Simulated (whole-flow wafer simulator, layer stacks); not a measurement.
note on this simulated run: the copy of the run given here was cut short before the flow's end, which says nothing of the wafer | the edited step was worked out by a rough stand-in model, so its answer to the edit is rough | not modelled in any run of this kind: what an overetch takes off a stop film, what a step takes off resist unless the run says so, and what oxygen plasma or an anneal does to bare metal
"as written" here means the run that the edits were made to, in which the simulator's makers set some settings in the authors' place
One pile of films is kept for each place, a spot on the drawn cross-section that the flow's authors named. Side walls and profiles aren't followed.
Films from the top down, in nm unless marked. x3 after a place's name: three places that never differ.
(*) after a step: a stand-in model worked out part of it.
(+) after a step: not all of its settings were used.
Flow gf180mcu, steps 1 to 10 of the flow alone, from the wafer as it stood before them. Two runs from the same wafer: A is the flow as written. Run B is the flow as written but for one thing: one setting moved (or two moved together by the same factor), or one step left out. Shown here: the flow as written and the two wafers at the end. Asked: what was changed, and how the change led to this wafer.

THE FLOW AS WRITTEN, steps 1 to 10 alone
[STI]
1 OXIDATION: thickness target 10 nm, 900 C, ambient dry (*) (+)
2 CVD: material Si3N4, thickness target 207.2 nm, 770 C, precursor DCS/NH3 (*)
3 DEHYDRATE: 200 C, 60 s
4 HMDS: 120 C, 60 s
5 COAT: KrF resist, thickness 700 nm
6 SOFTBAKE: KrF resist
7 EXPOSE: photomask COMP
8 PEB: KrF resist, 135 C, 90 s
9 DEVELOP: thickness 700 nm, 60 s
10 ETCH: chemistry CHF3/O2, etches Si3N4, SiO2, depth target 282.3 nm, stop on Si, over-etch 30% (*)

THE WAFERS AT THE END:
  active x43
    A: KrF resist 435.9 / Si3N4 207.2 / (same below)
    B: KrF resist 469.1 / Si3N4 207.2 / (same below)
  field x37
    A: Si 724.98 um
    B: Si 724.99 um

The cause: step 10, ETCH: over-etch 12.4% was run, where the flow has over-etch 30%.

How the change led to this, step by step:
  10 ETCH: chemistry CHF3/O2, etches Si3N4, SiO2, depth target 282.3 nm, stop on Si, over-etch 30% (*)
      active x43: A KrF resist -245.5 | B KrF resist -212.3
      field x37: A Si3N4 -207.2 (all of it), SiO2 -10 (all of it), Si -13 | B Si3N4 -207.2 (all of it), SiO2 -10 (all of it), Si -5.39
